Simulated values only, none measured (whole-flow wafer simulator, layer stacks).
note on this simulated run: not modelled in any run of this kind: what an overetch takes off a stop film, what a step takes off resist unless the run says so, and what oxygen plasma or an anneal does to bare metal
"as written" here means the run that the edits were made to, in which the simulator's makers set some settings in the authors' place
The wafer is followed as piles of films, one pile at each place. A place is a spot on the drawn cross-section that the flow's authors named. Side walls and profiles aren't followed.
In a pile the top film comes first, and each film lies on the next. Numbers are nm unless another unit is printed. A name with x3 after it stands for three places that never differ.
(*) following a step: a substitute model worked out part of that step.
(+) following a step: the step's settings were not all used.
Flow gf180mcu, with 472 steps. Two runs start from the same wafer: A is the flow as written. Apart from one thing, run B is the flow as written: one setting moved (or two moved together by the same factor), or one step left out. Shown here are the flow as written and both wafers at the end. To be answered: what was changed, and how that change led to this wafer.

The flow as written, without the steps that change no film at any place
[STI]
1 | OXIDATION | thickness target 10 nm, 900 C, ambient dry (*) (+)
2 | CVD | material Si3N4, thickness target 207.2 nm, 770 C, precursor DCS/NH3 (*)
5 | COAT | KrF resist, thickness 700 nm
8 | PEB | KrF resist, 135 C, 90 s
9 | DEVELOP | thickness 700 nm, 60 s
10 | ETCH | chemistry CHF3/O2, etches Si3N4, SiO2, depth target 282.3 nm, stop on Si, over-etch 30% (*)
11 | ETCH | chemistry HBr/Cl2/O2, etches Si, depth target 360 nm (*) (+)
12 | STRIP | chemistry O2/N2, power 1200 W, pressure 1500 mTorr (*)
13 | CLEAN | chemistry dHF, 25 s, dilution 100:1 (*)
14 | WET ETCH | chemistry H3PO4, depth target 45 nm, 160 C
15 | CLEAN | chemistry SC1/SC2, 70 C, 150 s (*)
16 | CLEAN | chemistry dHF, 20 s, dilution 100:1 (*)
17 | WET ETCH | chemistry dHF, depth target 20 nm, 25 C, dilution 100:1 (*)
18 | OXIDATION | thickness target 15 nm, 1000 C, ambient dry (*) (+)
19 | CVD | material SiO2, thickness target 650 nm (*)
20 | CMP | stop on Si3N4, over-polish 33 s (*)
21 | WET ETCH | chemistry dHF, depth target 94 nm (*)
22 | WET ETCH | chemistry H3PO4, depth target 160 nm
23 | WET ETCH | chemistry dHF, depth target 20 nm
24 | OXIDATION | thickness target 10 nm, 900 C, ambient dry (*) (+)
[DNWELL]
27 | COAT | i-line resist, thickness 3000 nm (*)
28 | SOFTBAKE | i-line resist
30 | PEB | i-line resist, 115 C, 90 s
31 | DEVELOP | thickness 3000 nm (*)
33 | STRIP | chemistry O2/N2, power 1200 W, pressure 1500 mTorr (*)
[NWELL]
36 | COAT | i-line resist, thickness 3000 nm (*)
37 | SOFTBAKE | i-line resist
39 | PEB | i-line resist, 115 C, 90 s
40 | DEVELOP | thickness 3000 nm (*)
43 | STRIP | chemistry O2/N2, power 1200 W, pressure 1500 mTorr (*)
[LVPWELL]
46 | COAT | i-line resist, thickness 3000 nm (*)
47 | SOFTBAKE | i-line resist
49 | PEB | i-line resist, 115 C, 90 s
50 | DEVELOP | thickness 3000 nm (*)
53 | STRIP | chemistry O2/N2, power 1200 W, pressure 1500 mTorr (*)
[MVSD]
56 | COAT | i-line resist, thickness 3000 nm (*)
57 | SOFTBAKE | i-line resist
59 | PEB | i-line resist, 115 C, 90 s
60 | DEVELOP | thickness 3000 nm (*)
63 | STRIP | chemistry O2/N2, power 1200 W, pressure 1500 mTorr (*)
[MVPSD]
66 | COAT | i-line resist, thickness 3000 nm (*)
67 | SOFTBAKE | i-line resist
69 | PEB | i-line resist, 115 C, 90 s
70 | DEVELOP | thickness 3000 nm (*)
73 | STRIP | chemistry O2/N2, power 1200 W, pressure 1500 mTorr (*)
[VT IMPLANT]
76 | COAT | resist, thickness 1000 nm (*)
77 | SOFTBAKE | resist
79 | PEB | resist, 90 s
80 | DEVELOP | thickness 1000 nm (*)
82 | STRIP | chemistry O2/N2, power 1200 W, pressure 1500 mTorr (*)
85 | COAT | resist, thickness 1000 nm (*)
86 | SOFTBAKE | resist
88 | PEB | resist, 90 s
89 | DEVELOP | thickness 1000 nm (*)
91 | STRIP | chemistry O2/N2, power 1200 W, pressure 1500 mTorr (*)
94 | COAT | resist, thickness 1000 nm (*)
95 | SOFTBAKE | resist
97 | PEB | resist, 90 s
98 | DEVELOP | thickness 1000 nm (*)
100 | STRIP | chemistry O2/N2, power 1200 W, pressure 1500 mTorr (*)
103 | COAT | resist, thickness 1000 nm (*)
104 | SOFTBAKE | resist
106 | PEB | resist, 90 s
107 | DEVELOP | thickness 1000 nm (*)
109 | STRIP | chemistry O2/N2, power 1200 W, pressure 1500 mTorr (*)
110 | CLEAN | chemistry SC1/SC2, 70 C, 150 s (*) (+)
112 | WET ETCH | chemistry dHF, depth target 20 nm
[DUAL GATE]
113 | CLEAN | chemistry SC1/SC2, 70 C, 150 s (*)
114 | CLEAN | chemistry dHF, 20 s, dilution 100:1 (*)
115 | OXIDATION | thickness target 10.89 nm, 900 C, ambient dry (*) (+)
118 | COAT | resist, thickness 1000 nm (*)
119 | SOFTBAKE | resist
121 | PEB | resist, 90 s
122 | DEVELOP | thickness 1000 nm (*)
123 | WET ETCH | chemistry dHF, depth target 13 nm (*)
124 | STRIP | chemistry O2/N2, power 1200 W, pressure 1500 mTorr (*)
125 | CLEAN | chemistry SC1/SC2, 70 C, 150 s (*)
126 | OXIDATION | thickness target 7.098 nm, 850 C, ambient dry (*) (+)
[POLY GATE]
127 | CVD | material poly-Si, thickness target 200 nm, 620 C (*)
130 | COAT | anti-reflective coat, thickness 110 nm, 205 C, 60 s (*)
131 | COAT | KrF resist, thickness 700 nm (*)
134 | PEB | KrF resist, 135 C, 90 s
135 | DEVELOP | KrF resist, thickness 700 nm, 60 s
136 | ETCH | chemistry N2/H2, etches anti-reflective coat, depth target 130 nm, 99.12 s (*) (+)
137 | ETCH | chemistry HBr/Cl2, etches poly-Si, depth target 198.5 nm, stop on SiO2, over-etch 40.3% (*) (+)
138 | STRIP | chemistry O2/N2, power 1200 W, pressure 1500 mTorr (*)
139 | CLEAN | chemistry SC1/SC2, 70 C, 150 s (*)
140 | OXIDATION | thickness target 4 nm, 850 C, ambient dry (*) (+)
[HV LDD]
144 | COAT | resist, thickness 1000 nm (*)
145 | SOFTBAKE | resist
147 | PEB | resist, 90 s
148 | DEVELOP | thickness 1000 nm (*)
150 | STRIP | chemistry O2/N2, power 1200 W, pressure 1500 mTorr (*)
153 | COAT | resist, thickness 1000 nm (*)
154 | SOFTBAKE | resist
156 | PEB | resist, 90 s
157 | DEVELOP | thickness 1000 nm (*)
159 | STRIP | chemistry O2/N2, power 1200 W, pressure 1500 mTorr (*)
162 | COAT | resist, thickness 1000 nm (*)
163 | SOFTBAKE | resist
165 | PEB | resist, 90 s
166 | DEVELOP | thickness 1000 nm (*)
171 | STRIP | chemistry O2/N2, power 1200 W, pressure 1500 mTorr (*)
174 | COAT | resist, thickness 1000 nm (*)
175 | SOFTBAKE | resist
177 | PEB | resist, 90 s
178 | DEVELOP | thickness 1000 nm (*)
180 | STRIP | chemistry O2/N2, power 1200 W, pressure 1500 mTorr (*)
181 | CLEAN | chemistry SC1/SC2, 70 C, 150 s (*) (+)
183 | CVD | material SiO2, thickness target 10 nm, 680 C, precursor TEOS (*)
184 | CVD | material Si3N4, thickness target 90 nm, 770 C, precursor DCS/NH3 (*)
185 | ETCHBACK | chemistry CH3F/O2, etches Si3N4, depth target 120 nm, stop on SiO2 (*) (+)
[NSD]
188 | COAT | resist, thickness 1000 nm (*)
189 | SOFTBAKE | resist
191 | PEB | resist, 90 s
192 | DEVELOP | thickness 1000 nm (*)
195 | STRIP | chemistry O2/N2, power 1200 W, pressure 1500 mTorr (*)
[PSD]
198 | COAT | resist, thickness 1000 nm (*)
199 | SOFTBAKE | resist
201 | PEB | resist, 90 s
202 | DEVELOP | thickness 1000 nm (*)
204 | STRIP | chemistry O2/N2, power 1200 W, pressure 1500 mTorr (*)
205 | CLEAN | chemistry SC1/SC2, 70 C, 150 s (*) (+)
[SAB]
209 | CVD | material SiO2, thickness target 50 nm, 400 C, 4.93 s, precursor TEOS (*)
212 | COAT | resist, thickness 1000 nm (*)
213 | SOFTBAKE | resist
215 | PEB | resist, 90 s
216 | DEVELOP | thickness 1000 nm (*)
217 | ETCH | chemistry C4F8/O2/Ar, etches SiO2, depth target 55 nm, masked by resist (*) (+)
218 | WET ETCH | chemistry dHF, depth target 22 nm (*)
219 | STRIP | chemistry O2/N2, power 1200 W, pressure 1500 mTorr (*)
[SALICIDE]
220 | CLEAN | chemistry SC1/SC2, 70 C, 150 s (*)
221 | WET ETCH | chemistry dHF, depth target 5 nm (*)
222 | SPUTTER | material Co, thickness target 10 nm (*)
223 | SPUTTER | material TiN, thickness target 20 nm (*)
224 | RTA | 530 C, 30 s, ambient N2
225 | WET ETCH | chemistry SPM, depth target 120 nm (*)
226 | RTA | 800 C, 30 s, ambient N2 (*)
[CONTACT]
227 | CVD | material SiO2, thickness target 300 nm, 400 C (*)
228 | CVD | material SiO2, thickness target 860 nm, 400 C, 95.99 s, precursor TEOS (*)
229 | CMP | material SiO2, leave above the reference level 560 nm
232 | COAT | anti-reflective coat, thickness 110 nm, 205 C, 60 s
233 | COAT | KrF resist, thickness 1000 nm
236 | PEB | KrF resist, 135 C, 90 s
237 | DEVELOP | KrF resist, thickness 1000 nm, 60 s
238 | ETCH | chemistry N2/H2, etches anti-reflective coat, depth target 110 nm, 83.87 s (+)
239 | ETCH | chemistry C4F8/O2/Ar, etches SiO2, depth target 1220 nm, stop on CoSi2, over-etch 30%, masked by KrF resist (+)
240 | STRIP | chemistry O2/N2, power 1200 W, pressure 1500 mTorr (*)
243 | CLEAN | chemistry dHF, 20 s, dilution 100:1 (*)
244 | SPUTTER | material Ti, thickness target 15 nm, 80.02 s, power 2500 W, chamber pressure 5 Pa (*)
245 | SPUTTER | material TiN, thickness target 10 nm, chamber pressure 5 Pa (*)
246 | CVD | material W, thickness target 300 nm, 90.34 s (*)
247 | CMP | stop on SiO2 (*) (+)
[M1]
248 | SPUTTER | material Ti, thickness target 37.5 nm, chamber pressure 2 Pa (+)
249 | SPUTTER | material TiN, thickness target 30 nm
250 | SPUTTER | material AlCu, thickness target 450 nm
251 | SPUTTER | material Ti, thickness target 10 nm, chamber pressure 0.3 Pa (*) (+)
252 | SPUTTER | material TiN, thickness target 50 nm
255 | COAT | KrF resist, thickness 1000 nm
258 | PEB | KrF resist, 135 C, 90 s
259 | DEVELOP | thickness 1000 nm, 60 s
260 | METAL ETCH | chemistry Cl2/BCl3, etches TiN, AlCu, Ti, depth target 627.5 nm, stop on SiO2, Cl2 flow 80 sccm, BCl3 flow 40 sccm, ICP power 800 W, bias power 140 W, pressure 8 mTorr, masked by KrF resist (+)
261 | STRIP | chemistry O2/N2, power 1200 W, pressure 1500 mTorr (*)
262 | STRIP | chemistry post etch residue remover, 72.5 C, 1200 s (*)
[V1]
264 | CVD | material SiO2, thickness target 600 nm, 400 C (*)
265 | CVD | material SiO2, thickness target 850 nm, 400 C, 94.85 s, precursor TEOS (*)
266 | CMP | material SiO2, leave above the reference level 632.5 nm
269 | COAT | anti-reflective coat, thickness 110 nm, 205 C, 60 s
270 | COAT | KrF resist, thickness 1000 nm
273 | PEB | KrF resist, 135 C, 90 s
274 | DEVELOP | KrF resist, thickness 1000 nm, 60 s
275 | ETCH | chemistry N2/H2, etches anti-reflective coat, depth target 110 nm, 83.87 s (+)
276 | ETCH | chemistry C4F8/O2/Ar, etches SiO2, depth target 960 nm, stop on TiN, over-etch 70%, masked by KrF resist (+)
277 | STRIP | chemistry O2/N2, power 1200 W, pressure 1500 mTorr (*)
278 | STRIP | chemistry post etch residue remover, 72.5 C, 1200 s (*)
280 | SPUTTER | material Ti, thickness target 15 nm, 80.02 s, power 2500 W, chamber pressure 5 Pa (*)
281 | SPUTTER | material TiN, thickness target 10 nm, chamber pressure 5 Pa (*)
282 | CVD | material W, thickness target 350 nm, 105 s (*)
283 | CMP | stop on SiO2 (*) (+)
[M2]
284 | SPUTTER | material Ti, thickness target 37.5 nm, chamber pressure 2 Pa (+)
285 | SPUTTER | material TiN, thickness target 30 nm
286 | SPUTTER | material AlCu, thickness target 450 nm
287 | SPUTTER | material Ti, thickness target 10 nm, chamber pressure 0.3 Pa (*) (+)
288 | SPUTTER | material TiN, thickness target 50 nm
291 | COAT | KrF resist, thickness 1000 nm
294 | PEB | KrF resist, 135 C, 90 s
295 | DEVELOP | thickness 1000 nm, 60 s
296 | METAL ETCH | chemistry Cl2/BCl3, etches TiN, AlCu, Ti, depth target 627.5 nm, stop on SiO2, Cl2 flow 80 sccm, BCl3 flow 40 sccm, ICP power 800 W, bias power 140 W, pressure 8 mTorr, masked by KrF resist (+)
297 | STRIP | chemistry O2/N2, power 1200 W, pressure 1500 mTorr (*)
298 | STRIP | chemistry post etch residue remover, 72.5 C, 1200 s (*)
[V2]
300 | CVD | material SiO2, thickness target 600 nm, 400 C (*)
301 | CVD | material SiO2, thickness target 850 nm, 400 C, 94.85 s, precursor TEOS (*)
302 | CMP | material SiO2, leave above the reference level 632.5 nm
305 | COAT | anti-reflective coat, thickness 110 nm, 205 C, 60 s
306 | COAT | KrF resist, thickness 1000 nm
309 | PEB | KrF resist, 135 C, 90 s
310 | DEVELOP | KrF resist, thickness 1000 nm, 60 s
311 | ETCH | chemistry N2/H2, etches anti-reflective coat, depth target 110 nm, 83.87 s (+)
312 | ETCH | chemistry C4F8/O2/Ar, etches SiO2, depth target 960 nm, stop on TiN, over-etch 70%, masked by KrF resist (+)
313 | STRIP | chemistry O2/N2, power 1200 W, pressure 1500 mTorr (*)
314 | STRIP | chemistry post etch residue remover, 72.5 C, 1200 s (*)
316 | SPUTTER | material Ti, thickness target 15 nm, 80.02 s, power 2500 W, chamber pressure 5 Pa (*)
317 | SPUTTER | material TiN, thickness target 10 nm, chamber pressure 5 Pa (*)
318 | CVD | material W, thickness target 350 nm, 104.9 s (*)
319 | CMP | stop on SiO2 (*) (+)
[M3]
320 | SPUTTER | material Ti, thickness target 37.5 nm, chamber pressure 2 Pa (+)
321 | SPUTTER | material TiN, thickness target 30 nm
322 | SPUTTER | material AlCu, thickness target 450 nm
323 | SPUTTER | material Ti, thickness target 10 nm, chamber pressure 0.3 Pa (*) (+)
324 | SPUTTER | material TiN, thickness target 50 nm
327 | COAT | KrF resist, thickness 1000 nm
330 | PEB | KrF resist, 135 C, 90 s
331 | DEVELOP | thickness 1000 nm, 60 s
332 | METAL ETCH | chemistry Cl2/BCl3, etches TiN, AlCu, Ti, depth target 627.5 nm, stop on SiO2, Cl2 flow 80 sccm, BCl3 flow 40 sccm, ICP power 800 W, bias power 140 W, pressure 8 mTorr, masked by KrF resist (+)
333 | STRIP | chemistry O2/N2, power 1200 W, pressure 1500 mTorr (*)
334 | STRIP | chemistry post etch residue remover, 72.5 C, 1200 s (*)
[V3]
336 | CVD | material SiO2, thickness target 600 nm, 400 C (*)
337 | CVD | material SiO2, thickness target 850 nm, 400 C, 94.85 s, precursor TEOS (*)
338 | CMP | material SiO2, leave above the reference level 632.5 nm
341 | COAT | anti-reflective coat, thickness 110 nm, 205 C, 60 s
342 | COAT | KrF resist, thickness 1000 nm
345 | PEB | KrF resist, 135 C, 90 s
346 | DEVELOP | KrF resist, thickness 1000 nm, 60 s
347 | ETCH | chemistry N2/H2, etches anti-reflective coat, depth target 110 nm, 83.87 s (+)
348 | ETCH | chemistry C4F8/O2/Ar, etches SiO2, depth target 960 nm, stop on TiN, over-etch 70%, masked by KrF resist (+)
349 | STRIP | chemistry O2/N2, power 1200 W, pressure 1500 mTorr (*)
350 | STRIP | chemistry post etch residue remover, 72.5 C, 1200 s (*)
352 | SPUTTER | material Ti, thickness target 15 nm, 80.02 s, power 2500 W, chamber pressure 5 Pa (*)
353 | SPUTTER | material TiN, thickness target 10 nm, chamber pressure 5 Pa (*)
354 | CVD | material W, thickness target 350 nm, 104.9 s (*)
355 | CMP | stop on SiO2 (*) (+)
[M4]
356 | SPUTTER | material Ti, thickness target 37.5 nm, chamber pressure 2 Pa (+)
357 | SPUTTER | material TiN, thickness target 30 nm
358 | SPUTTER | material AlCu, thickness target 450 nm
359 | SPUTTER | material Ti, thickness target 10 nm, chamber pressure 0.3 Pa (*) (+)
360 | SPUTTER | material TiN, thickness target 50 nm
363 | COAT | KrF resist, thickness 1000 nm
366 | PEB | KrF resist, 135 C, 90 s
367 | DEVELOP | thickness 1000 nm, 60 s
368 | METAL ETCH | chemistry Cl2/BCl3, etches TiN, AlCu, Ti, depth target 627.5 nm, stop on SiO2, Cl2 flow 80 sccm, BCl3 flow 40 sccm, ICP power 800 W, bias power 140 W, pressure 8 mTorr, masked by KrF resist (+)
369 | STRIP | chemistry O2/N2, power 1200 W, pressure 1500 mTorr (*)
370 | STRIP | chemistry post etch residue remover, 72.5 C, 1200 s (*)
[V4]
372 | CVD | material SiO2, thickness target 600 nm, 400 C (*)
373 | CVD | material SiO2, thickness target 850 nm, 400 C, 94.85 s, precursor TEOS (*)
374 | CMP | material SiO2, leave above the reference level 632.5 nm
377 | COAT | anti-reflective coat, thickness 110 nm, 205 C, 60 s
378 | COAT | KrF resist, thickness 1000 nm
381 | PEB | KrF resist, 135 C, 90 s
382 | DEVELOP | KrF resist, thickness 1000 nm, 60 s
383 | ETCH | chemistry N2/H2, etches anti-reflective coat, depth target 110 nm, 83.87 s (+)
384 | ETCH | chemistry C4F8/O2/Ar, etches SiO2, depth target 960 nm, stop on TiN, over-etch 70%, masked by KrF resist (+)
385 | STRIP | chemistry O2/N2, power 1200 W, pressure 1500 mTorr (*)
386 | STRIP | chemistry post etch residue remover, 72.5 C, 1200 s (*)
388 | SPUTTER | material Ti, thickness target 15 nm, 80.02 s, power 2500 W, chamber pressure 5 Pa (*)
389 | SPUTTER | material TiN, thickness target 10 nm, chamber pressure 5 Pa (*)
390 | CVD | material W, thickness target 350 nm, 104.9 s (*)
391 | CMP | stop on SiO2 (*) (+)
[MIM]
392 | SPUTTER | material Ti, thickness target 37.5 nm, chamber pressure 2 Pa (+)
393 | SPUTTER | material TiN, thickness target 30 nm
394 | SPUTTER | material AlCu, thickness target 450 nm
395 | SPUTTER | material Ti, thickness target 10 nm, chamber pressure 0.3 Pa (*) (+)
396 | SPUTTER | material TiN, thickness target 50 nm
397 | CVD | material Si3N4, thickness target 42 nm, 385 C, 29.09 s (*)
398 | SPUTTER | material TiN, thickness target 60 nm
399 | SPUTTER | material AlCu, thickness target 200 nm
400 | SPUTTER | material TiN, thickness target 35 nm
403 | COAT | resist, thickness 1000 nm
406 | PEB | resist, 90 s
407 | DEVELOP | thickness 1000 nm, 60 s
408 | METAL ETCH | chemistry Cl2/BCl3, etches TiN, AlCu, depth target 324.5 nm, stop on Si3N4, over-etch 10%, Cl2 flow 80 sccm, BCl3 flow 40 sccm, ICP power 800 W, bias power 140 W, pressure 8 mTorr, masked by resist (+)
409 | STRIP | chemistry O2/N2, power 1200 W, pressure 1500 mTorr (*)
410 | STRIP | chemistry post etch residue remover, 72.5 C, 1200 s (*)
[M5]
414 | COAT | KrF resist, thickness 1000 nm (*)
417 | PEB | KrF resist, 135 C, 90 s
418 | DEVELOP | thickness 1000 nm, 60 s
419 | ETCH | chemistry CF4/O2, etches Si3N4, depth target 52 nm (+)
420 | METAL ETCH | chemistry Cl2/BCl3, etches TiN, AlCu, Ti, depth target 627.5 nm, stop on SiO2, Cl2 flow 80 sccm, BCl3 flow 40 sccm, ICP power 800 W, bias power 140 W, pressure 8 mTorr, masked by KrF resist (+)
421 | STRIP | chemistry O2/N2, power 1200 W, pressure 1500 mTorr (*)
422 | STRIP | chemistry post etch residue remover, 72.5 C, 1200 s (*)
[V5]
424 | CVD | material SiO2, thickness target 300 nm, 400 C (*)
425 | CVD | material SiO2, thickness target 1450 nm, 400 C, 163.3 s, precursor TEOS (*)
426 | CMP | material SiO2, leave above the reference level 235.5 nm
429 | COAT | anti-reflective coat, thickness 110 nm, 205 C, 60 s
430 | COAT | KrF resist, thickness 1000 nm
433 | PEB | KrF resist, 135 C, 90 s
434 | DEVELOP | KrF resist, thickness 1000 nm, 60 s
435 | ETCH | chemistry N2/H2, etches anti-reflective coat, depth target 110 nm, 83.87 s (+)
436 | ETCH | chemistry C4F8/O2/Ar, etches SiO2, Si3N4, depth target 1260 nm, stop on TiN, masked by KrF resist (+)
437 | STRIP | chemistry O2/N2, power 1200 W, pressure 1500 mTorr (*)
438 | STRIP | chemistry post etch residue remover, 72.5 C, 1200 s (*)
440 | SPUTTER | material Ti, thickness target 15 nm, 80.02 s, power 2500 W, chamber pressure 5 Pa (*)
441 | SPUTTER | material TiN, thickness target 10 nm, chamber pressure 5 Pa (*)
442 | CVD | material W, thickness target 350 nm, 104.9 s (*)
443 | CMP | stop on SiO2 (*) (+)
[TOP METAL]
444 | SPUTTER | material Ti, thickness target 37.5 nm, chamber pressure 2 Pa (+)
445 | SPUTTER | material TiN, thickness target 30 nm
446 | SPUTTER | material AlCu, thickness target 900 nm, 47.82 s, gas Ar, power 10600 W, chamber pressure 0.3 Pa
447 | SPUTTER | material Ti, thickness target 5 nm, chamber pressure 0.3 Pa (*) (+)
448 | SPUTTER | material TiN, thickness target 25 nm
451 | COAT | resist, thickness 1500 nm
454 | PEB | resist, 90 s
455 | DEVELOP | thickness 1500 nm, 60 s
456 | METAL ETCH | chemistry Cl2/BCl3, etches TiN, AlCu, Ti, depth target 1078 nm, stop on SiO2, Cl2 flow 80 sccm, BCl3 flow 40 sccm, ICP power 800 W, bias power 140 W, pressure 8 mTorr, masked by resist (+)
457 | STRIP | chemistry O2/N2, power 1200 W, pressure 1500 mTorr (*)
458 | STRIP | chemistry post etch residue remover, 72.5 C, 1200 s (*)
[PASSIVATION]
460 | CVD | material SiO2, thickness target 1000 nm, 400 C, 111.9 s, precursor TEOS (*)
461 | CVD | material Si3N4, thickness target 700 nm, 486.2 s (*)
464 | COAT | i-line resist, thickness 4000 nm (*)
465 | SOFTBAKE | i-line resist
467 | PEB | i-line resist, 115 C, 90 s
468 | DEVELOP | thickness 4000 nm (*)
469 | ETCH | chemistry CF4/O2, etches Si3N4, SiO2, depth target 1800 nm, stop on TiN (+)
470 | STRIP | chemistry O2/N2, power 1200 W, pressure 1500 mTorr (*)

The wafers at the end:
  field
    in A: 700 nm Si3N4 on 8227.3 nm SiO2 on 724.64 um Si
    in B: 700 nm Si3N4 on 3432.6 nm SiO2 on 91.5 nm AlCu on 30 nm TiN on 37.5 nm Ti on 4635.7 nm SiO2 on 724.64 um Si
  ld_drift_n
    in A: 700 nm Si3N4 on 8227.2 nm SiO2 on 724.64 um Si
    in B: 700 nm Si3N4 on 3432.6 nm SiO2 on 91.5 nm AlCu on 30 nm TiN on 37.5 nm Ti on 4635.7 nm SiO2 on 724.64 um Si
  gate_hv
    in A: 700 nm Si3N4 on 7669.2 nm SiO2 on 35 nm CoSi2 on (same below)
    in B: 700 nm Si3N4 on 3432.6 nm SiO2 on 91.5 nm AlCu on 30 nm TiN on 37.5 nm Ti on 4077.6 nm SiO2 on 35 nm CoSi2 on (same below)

What caused this: step 368, METAL ETCH: depth target 412.8 nm was run, though the flow has depth target 627.5 nm.

How this came from the change, step by step:
  368 | METAL ETCH | chemistry Cl2/BCl3, etches TiN, AlCu, Ti, depth target 627.5 nm, stop on SiO2, Cl2 flow 80 sccm, BCl3 flow 40 sccm, ICP power 800 W, bias power 140 W, pressure 8 mTorr, masked by KrF resist (+)
      field, field__w1, field__w2 and 103 more: A -50 TiN (all of it), -10 Ti (all of it), -450 AlCu (all of it), -30 TiN (all of it), -37.5 Ti (all of it) | B -50 TiN (all of it), -10 Ti (all of it), -352.8 AlCu
      field__w8, contact, m1, m1__w1, m1_nw: A -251 KrF resist | B -165.1 KrF resist
  369 | STRIP | chemistry O2/N2, power 1200 W, pressure 1500 mTorr (*)
      field__w8, contact, m1, m1__w1, m1_nw: A -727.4 KrF resist (all of it) | B -813.3 KrF resist (all of it)
  370 | STRIP | chemistry post etch residue remover, 72.5 C, 1200 s (*)
      field, field__w1, field__w2 and 103 more: A nothing | B -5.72 AlCu
  372 | CVD | material SiO2, thickness target 600 nm, 400 C (*)
      field, field__w1, field__w2 and 103 more: A +600 SiO2 | B +600 SiO2 (new film)
  374 | CMP | material SiO2, leave above the reference level 632.5 nm
      field, field__w1, field__w2 and 103 more: A -300 SiO2 | B -459 SiO2
Taking metal films that touch as one body, field has 1 body; the flow as written gives 0 bodies.
Taking metal films that touch as one body, ld_drift_n has 1 body; the flow as written gives 0 bodies.
Taking metal films that touch as one body, gate_hv has 2 bodies (between them, from the top down: SiO2 4077.6); the flow as written gives 1 body.
